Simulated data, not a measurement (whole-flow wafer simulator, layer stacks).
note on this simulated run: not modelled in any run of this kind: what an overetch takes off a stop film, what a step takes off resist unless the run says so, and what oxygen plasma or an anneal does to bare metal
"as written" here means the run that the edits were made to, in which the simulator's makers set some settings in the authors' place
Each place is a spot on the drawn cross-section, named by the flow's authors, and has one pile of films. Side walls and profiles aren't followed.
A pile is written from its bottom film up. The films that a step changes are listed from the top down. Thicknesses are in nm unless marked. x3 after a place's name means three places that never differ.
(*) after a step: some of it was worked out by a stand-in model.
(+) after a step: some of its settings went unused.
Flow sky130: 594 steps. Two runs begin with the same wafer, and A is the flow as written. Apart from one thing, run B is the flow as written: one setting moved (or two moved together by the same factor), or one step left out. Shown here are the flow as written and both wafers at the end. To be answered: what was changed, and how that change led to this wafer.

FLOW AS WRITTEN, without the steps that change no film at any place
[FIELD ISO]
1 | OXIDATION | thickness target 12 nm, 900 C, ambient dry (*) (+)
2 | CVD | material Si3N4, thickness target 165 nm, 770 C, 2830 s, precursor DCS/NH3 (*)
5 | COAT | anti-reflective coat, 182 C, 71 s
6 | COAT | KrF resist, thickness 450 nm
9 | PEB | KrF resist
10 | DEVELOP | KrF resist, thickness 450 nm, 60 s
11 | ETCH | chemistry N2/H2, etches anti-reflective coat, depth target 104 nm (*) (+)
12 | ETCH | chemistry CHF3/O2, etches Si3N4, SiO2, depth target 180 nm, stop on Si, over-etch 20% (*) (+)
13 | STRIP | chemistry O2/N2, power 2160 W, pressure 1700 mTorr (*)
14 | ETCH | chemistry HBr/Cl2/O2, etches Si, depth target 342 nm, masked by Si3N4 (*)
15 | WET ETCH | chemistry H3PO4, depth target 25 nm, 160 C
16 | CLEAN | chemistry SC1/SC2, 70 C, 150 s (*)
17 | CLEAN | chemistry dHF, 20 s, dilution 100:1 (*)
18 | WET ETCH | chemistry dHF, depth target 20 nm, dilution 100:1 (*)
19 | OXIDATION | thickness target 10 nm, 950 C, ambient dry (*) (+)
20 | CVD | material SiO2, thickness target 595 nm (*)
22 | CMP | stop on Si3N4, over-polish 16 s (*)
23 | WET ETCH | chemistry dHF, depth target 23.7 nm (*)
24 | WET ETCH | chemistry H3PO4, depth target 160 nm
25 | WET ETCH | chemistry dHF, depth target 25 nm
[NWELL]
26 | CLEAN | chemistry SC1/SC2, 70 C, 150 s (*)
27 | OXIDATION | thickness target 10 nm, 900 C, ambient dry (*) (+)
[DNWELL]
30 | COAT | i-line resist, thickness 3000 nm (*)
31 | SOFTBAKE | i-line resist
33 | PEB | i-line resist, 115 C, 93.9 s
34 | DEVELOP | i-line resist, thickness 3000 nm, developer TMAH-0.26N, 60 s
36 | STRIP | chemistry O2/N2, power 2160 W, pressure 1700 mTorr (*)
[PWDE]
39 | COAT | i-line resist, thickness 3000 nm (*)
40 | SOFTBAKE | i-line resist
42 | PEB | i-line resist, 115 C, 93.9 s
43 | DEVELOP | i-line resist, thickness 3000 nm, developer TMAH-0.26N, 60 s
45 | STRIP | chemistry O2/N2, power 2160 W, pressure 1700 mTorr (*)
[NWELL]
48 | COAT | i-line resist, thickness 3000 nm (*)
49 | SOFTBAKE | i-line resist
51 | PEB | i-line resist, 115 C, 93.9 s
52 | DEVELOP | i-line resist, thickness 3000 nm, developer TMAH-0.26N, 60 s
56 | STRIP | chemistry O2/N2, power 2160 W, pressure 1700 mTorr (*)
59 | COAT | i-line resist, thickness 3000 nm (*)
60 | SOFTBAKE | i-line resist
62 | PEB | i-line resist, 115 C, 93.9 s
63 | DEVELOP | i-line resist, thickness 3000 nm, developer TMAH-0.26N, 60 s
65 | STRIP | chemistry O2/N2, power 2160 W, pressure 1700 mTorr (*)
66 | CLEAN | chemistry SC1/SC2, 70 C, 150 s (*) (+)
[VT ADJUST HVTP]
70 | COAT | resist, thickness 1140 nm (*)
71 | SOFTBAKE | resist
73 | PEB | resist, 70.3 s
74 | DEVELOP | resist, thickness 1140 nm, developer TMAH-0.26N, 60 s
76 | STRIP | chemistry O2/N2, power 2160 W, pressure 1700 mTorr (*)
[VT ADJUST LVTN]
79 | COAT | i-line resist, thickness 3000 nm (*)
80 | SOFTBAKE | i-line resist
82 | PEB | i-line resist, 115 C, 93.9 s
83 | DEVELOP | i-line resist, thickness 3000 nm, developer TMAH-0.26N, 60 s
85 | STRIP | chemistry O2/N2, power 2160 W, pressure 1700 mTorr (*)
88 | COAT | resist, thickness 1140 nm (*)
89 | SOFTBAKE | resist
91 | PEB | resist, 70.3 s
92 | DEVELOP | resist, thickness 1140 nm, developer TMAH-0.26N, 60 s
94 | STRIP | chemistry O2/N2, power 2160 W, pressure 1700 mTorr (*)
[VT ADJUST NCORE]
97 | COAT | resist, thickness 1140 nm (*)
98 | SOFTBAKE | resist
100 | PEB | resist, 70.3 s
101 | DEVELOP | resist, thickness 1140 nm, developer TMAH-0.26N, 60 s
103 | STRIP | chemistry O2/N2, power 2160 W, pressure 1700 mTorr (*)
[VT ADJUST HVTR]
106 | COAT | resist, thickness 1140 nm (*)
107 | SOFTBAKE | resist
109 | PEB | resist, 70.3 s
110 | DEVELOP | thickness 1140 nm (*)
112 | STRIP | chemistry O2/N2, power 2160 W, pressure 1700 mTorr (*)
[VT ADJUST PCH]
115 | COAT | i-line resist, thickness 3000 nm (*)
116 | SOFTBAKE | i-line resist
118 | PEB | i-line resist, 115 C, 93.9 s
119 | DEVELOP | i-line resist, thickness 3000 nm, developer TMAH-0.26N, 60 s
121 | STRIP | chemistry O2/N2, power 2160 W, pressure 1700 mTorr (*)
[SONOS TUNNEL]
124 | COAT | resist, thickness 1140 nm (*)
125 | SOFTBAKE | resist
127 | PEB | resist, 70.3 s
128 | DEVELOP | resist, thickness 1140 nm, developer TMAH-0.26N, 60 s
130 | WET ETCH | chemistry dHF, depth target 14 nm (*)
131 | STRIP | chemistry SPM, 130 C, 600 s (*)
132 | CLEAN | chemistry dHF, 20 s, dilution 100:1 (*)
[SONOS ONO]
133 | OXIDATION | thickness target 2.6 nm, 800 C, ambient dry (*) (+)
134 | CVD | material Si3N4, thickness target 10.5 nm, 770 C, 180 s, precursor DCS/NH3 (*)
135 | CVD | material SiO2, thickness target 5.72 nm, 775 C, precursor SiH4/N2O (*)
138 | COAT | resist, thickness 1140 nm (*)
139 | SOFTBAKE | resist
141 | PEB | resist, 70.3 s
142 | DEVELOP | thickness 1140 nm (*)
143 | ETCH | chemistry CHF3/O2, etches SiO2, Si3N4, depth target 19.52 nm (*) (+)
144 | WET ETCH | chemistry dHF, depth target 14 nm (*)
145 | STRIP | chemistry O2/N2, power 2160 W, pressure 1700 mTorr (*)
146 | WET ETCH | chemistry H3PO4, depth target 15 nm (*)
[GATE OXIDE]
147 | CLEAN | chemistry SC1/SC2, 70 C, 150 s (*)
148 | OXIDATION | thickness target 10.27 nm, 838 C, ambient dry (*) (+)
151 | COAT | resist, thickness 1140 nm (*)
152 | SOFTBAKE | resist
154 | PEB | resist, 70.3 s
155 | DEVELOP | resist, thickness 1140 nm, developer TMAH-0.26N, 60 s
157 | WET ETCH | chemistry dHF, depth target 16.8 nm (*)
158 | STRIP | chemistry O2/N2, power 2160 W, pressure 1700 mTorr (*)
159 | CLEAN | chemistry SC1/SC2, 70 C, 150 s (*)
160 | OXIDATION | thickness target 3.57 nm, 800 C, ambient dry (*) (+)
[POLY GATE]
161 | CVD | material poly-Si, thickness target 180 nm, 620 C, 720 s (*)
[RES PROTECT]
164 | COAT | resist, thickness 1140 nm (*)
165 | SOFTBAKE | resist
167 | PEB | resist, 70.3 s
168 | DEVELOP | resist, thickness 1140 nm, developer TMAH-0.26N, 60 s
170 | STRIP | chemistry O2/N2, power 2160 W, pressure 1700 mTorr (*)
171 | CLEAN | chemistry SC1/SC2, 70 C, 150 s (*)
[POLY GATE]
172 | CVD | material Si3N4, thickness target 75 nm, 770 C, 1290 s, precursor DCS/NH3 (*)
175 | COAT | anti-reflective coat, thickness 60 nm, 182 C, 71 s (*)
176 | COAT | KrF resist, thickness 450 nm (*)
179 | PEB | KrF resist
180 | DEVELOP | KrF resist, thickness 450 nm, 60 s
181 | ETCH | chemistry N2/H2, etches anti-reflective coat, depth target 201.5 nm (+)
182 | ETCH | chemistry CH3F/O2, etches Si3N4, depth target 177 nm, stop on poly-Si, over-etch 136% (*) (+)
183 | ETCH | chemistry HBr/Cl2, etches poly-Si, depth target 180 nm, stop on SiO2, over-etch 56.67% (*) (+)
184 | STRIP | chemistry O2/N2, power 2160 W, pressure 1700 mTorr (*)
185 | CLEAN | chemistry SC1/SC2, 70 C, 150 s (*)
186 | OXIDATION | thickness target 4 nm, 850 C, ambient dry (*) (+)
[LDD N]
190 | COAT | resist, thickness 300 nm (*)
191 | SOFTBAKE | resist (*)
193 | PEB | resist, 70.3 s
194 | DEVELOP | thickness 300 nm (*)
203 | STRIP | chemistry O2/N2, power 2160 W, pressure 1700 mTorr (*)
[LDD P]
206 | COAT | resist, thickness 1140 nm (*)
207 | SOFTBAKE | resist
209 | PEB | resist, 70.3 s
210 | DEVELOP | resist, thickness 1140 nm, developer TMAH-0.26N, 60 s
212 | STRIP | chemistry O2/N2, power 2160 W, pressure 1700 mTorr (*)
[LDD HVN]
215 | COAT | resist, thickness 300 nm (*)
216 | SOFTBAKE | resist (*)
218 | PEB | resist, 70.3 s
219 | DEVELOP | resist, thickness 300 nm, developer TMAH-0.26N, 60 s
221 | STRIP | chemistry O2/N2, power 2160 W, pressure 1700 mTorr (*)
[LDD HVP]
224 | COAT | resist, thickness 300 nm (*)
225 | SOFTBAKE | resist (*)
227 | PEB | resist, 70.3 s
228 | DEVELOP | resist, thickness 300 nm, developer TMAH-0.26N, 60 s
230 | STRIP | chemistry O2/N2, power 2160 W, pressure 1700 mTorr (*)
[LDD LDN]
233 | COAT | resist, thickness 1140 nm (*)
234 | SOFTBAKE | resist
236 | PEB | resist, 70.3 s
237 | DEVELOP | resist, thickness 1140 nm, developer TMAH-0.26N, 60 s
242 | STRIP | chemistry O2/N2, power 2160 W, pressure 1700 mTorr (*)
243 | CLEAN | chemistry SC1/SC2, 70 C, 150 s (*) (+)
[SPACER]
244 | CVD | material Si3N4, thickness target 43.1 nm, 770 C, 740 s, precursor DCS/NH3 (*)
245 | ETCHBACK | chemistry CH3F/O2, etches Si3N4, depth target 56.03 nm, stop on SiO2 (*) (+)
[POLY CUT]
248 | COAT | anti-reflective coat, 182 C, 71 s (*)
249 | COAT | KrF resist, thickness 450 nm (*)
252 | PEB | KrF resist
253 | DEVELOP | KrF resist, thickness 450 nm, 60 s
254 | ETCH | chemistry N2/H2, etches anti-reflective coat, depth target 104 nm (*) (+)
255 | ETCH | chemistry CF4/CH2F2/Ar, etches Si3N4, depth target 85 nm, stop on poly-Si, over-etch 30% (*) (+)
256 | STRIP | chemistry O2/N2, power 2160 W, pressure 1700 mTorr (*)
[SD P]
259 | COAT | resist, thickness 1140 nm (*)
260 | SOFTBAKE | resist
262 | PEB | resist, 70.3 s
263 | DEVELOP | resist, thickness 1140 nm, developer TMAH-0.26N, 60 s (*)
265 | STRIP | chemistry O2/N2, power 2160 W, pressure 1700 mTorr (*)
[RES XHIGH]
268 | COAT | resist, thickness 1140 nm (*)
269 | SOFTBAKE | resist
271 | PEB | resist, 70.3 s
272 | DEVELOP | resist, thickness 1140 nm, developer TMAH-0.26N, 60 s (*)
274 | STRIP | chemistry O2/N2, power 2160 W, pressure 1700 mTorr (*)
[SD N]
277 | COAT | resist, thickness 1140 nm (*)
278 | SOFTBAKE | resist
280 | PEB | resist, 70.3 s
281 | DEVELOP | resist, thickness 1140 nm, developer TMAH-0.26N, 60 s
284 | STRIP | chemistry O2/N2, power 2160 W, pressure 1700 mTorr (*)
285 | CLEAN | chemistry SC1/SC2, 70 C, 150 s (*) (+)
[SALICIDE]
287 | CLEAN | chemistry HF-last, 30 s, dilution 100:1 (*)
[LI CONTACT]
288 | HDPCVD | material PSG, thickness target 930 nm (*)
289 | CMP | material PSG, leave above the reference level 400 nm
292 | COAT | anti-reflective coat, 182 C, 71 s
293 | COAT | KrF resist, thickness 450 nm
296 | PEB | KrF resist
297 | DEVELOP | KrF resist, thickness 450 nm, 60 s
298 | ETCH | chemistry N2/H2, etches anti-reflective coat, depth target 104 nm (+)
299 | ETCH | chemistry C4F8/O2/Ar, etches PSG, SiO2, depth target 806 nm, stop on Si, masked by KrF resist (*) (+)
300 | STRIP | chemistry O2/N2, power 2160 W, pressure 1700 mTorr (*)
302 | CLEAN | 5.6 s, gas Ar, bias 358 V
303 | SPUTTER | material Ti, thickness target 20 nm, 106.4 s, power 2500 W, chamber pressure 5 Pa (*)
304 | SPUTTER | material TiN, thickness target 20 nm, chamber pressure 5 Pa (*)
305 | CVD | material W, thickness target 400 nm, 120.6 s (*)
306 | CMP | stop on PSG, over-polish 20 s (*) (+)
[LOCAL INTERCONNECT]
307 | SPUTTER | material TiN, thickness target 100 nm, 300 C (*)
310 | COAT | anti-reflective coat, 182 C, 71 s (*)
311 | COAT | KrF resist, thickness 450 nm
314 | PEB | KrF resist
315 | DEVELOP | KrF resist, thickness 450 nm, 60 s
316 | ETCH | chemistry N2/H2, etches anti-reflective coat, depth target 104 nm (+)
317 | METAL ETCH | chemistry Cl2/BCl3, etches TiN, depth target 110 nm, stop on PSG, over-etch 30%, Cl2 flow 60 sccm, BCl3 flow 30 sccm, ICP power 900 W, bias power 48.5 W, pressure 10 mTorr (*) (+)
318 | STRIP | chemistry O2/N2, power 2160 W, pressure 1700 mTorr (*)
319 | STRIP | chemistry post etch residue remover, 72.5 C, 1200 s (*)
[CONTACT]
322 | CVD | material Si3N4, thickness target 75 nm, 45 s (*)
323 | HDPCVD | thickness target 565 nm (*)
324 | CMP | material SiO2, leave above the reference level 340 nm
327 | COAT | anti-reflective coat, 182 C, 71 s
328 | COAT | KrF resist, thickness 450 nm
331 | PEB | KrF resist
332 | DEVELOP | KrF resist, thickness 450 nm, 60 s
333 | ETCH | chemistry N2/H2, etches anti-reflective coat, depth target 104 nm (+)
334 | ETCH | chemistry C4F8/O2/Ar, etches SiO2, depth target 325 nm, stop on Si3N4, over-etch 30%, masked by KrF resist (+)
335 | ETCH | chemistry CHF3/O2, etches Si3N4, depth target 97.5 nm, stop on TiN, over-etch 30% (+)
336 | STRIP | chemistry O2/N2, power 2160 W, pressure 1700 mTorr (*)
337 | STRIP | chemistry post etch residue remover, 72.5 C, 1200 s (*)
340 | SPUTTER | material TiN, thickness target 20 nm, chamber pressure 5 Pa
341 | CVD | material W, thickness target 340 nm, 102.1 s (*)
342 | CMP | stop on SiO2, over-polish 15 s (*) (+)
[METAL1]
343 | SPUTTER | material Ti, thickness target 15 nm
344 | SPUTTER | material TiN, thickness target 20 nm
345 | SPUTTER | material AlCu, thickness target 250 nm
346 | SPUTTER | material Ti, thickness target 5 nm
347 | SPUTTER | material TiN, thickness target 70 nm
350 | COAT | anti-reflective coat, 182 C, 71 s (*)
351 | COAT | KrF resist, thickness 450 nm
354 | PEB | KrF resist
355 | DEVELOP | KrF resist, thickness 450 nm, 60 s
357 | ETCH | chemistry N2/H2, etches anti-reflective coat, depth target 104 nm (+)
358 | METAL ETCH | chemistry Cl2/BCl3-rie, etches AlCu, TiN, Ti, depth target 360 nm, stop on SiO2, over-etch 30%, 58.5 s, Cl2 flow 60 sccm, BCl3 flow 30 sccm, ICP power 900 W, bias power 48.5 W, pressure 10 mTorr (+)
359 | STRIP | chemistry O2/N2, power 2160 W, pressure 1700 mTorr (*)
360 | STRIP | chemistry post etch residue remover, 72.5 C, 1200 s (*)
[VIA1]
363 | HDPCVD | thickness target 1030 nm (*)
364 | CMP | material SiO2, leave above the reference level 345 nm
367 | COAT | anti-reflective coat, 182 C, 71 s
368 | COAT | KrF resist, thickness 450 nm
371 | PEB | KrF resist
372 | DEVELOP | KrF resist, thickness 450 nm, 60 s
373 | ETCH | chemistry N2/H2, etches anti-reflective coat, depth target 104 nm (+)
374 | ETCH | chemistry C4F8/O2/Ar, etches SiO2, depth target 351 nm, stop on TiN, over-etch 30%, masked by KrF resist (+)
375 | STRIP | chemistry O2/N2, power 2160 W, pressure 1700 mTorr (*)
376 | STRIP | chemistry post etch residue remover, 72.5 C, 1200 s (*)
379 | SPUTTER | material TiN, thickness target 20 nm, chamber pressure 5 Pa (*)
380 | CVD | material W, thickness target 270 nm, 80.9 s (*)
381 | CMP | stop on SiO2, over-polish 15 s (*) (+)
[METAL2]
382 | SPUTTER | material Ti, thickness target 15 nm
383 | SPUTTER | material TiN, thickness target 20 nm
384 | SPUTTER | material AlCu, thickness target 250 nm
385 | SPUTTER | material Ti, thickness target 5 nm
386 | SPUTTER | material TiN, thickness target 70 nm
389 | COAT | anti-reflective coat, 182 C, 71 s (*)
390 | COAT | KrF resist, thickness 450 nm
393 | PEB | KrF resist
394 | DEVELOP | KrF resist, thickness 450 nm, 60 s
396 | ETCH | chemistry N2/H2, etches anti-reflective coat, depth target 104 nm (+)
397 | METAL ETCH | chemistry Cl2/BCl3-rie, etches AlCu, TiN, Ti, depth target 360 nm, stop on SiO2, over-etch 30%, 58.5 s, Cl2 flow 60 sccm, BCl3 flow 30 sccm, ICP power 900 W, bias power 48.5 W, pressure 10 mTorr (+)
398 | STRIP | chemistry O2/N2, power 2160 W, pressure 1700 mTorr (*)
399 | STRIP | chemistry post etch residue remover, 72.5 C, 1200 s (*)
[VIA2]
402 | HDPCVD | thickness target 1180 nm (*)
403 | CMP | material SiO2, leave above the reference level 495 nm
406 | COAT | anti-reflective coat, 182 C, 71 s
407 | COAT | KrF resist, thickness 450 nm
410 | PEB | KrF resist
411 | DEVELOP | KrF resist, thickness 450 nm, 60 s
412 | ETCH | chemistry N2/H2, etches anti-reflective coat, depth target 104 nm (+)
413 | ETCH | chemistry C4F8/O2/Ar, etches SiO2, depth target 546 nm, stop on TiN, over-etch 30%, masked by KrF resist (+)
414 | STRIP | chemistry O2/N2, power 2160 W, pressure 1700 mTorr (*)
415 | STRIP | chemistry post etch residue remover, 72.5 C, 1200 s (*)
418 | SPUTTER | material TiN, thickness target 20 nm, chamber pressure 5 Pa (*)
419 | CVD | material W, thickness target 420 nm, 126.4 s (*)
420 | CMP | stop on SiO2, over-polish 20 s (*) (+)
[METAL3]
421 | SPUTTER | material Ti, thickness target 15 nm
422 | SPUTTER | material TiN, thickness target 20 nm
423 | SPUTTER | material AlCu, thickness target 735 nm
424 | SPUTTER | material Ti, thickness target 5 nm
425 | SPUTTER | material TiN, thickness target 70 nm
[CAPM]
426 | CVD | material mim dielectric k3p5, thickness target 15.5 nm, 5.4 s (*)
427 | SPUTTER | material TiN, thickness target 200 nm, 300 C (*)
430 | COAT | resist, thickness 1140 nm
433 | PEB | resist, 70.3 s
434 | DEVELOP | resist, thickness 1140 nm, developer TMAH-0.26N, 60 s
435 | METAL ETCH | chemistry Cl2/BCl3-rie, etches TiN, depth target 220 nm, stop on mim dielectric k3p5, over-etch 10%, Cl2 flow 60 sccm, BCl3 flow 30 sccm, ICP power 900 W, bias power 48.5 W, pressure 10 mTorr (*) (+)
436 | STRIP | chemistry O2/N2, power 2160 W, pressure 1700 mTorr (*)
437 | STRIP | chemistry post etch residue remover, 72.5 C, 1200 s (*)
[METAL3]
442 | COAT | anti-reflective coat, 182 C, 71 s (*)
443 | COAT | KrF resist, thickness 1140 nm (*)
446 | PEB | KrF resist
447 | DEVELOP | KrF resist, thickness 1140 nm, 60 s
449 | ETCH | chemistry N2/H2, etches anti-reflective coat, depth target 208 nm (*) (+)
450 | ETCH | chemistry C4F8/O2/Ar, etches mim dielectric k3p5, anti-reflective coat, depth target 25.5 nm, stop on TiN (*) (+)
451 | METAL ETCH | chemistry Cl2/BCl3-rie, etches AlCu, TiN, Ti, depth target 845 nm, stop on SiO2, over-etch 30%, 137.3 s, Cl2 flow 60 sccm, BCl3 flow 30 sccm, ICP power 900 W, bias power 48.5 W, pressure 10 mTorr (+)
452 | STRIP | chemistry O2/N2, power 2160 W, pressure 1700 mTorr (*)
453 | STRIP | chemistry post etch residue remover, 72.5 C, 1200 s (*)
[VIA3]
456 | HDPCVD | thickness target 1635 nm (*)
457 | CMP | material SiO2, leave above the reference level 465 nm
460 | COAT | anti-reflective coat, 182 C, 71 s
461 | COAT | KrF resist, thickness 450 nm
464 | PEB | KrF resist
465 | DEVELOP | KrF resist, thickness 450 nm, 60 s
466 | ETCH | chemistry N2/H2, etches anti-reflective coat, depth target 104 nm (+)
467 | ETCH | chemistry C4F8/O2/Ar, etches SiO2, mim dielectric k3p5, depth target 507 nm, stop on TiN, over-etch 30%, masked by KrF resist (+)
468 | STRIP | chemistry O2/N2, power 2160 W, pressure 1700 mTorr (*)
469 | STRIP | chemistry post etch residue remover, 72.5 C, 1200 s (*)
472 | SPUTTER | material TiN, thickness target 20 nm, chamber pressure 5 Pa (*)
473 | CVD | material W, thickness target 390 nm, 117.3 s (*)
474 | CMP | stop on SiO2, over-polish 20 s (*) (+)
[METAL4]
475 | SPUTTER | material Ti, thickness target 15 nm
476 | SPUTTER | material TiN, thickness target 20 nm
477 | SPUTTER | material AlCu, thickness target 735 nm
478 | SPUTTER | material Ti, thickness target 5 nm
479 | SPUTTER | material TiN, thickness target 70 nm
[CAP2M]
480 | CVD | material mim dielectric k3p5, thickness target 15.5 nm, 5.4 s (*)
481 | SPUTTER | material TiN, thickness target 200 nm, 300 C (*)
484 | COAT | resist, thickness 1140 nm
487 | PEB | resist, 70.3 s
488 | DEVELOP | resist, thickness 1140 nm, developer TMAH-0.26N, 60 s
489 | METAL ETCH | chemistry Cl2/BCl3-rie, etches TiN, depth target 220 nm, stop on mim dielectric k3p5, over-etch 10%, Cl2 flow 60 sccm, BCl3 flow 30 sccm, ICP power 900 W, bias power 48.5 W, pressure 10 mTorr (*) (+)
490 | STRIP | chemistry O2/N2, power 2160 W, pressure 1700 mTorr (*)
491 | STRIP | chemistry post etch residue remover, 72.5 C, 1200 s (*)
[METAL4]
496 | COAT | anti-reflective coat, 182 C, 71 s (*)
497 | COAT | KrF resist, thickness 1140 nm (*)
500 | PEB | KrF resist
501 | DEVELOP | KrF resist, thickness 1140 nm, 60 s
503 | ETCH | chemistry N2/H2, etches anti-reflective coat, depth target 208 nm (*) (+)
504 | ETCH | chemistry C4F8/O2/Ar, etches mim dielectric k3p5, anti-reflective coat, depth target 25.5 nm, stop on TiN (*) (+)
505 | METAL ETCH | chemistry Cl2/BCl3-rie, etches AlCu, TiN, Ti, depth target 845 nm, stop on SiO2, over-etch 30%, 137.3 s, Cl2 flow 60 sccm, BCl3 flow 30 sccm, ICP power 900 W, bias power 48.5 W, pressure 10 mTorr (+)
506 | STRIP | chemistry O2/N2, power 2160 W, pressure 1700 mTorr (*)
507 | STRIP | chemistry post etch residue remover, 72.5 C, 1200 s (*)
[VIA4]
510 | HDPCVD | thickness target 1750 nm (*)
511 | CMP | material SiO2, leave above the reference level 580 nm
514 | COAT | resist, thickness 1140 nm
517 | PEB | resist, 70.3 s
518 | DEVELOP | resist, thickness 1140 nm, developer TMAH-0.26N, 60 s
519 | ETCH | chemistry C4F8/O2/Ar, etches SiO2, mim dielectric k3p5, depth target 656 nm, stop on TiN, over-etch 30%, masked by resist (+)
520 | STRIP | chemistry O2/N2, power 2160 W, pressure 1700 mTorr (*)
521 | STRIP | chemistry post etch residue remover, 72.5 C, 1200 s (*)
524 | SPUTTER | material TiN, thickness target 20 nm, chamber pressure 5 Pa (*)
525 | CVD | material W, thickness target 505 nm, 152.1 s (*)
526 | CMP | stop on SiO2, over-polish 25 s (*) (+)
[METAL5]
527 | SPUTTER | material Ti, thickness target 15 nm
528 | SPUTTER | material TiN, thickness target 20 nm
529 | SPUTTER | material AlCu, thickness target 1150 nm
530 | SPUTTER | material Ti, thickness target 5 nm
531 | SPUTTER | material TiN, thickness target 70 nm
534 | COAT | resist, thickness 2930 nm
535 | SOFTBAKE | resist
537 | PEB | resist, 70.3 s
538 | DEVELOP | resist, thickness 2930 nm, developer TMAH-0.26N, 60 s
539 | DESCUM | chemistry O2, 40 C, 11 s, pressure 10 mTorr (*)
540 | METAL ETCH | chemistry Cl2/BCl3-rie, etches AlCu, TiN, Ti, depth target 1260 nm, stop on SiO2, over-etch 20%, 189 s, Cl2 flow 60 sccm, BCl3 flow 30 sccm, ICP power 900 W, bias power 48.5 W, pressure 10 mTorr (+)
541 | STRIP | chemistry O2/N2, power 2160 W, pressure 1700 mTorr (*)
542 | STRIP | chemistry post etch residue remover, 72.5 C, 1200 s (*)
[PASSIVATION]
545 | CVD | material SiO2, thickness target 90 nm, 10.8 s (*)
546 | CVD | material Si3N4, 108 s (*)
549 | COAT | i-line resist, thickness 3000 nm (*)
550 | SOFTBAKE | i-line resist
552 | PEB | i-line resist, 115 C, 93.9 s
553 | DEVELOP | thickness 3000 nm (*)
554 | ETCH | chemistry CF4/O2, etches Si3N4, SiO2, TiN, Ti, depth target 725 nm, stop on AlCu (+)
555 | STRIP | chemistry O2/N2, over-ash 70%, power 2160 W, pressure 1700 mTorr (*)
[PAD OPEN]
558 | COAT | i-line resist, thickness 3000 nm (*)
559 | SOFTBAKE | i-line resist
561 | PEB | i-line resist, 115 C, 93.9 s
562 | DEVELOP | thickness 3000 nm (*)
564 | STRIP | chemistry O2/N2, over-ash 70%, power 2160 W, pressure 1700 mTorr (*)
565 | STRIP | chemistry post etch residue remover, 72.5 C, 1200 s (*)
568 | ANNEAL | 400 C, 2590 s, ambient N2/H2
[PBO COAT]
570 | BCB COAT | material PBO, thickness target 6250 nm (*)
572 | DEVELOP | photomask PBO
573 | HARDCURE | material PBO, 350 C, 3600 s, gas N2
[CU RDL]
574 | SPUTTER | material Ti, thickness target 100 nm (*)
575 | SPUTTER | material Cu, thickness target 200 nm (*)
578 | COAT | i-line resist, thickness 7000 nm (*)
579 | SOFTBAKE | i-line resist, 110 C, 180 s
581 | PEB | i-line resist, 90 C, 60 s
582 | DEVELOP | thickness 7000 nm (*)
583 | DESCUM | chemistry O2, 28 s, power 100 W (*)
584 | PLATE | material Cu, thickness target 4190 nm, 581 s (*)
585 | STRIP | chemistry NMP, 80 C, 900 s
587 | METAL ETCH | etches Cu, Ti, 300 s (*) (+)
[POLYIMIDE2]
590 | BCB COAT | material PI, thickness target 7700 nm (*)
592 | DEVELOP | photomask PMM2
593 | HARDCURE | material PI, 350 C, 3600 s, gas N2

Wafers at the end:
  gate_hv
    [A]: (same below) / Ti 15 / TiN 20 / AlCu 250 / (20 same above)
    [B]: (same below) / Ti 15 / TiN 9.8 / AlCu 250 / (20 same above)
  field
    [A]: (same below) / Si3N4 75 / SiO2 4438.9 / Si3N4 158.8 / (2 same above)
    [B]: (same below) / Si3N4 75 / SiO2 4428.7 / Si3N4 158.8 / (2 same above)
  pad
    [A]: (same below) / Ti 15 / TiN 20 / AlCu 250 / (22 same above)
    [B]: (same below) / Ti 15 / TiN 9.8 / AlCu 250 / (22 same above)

The reason: step 383, SPUTTER: thickness target 9.8 nm was run, whereas the flow has thickness target 20 nm.
The wafer itself shows it: gate_hv has TiN 9.8, and step 383 as written asks for 20 nm.

Step by step, how the change led to this:
  383 | SPUTTER | material TiN, thickness target 20 nm
      field, active, n_well and 188 more: A +20 TiN (new film) | B +9.8 TiN (new film)
  397 | METAL ETCH | chemistry Cl2/BCl3-rie, etches AlCu, TiN, Ti, depth target 360 nm, stop on SiO2, over-etch 30%, 58.5 s, Cl2 flow 60 sccm, BCl3 flow 30 sccm, ICP power 900 W, bias power 48.5 W, pressure 10 mTorr (+)
      field, active, gate and 82 more: A -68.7 TiN (all of it), -5 Ti (all of it), -250 AlCu (all of it), -20 TiN (all of it), -15 Ti (all of it), -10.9 SiO2 | B -68.7 TiN (all of it), -5 Ti (all of it), -250 AlCu (all of it), -9.8 TiN (all of it), -15 Ti (all of it), -12 SiO2
  403 | CMP | material SiO2, leave above the reference level 495 nm
      field, active, gate and 82 more: A -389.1 SiO2 | B -398.2 SiO2
